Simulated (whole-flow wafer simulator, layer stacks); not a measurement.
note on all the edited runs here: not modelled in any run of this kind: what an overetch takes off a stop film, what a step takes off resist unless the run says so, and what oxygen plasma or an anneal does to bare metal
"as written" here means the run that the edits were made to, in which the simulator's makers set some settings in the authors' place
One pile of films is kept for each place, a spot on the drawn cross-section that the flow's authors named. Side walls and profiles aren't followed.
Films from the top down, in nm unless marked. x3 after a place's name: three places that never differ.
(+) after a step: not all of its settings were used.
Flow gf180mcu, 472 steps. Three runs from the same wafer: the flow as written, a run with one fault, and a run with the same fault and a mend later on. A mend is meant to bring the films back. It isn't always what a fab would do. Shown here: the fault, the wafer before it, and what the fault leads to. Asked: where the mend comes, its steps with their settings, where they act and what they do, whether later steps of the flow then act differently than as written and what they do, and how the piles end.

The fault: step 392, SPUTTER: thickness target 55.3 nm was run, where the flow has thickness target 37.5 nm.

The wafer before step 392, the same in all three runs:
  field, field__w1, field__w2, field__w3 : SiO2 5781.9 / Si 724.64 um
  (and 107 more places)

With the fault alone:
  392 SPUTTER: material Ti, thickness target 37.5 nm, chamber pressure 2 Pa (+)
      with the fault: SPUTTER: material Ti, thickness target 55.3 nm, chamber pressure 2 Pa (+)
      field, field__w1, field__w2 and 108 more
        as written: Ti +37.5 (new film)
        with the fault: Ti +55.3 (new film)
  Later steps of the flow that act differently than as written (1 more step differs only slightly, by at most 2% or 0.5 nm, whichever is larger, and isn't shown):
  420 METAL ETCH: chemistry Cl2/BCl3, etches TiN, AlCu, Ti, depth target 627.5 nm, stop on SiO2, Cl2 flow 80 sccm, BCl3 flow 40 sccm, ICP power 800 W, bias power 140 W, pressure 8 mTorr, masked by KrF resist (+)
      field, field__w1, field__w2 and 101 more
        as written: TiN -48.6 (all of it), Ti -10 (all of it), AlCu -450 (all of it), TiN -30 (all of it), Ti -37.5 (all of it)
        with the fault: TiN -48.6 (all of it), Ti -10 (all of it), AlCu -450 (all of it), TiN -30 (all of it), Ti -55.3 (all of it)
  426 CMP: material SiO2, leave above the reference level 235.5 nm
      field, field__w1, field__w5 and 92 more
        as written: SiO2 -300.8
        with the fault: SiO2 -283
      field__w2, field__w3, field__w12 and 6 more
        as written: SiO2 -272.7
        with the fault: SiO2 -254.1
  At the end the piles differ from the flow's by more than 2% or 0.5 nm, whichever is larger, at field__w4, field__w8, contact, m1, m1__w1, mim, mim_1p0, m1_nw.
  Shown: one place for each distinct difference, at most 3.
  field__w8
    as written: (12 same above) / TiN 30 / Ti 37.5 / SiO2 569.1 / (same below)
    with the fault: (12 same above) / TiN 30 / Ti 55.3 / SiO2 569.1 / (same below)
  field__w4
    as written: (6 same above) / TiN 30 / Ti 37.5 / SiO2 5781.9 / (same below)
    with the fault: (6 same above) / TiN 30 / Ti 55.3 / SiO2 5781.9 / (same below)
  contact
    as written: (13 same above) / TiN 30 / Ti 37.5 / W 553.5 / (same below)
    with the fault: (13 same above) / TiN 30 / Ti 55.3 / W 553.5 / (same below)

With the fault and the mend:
  The mend comes after step 392.
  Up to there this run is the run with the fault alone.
  392a METAL ETCH: chemistry Cl2/BCl3, etches TiN, AlCu, Ti, depth target 17.8 nm, Cl2 flow 80 sccm, BCl3 flow 40 sccm, ICP power 800 W, bias power 140 W, pressure 8 mTorr (the flow's step 260 once more, with other settings)
      field, field__w1, field__w2 and 108 more
        Ti -17.8
  No later step of the flow acts differently than as written at any place that is followed.
  At the end the piles are the same as the flow's at every place that both follow.
